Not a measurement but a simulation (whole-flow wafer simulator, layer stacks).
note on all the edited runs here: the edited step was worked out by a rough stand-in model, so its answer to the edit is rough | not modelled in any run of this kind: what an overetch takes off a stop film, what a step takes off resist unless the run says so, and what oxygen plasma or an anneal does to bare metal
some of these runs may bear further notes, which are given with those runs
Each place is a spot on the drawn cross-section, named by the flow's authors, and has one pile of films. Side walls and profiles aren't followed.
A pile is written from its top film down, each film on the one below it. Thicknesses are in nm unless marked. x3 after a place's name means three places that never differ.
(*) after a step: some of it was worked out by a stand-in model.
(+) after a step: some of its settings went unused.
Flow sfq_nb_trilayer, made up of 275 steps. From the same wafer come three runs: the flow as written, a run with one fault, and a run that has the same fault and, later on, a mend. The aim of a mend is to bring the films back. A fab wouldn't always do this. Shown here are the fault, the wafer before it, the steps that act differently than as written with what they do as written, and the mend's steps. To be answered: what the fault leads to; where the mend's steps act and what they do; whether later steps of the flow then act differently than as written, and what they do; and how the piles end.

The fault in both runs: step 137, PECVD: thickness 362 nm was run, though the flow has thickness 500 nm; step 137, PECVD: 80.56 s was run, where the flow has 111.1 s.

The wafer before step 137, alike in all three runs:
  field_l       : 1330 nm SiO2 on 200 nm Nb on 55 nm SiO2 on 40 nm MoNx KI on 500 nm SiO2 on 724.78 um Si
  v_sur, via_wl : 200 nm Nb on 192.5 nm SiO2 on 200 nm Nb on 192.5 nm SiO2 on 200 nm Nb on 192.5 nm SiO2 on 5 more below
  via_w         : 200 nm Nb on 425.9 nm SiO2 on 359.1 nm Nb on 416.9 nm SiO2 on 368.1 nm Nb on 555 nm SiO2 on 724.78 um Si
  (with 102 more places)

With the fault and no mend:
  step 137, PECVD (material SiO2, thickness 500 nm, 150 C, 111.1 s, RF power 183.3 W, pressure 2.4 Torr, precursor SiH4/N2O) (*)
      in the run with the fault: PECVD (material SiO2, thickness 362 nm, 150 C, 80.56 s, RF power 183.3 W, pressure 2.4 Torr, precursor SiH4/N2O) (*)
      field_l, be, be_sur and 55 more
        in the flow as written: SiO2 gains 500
        in the run with the fault: SiO2 gains 362
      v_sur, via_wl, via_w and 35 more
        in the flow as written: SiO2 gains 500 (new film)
        in the run with the fault: SiO2 gains 362 (new film)
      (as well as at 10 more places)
  Later steps of the flow acting differently than as written (24 more steps, not shown, differ only slightly: by at most 2% or 0.5 nm, whichever is larger):
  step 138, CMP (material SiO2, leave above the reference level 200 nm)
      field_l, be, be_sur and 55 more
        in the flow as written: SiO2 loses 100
        in the run with the fault: nothing
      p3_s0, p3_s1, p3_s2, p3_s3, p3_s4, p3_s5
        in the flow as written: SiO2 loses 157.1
        in the run with the fault: nothing
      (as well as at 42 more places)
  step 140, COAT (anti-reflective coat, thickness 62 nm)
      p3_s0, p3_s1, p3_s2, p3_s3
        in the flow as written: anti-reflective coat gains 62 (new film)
        in the run with the fault: anti-reflective coat gains 75.8 (new film)
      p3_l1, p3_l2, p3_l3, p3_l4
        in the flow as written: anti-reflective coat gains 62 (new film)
        in the run with the fault: anti-reflective coat gains 54.7 (new film)
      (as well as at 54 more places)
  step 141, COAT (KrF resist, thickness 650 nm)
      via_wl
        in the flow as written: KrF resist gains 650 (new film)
        in the run with the fault: KrF resist gains 634.9 (new film)
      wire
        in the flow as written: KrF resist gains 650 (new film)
        in the run with the fault: KrF resist gains 636 (new film)
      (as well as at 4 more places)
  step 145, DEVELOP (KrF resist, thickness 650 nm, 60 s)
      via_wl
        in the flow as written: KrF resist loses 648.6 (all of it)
        in the run with the fault: KrF resist loses 633.6 (all of it)
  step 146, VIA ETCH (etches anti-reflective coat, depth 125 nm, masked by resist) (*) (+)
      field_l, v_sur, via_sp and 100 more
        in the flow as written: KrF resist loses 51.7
        in the run with the fault: KrF resist loses 49.3
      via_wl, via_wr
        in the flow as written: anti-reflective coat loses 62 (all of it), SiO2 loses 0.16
        in the run with the fault: anti-reflective coat loses 59.2 (all of it), SiO2 loses 0.15
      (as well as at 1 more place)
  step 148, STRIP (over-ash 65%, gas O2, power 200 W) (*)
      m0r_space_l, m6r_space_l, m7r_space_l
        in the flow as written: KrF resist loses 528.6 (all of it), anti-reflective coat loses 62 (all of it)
        in the run with the fault: KrF resist loses 535.1 (all of it), anti-reflective coat loses 67.4 (all of it)
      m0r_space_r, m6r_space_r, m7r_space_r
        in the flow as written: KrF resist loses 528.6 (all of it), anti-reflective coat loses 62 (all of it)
        in the run with the fault: KrF resist loses 535 (all of it), anti-reflective coat loses 67.5 (all of it)
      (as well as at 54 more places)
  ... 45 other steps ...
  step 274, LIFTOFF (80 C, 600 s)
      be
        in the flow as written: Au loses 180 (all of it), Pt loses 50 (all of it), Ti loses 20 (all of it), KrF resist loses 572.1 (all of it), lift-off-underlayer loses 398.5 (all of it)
        in the run with the fault: Au loses 180 (all of it), Pt loses 50 (all of it), Ti loses 20 (all of it), KrF resist loses 600.3 (all of it), lift-off-underlayer loses 601.3 (all of it)
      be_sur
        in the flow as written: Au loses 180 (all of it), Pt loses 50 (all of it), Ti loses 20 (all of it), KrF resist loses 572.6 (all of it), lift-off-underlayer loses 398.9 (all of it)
        in the run with the fault: Au loses 180 (all of it), Pt loses 50 (all of it), Ti loses 20 (all of it), KrF resist loses 582.7 (all of it), lift-off-underlayer loses 376.4 (all of it)
  The piles end different from the flow's at via_v, be, be_sur and 38 more by more than 2% or 0.5 nm, whichever is larger.
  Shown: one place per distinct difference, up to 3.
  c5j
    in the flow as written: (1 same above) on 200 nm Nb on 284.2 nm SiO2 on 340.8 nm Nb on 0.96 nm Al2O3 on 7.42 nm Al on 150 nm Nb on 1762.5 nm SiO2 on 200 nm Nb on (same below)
    in the run with the fault: (1 same above) on 200 nm Nb on 293.3 nm SiO2 on 183.3 nm Nb on 16.4 nm SiO2 on 170 nm Nb on 0.96 nm Al2O3 on 7.42 nm Al on 150 nm Nb on 1724.5 nm SiO2 on 200 nm Nb on (same below)
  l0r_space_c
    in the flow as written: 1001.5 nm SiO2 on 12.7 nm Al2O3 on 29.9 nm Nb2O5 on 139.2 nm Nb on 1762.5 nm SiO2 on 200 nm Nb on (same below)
    in the run with the fault: 1039.5 nm SiO2 on 12.7 nm Al2O3 on 29.9 nm Nb2O5 on 139.2 nm Nb on 1724.5 nm SiO2 on 200 nm Nb on (same below)
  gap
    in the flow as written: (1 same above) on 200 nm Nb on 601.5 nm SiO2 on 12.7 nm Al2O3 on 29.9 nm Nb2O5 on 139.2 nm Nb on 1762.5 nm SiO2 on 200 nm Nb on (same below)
    in the run with the fault: (1 same above) on 200 nm Nb on 639.5 nm SiO2 on 12.7 nm Al2O3 on 29.9 nm Nb2O5 on 139.2 nm Nb on 1724.5 nm SiO2 on 200 nm Nb on (same below)

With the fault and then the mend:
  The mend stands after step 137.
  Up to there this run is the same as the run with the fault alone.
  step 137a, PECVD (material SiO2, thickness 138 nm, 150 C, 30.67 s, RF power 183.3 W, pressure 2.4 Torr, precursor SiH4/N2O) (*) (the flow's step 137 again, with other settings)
      field_l, v_sur, via_wl and 99 more
        SiO2 gains 138
      lsp_r, l0_sur, l0v
        SiO2 gains 135.9
      via_v
        SiO2 gains 131.5
  Later steps of the flow acting differently than as written (4 more steps, not shown, differ only slightly: by at most 2% or 0.5 nm, whichever is larger):
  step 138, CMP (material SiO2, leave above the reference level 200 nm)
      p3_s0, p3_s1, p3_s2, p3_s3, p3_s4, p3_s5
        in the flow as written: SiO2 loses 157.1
        in the run with the mend: SiO2 loses 100
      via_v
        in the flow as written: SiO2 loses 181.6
        in the run with the mend: SiO2 loses 119.3
  The piles end the same as the flow's at every place that both follow.
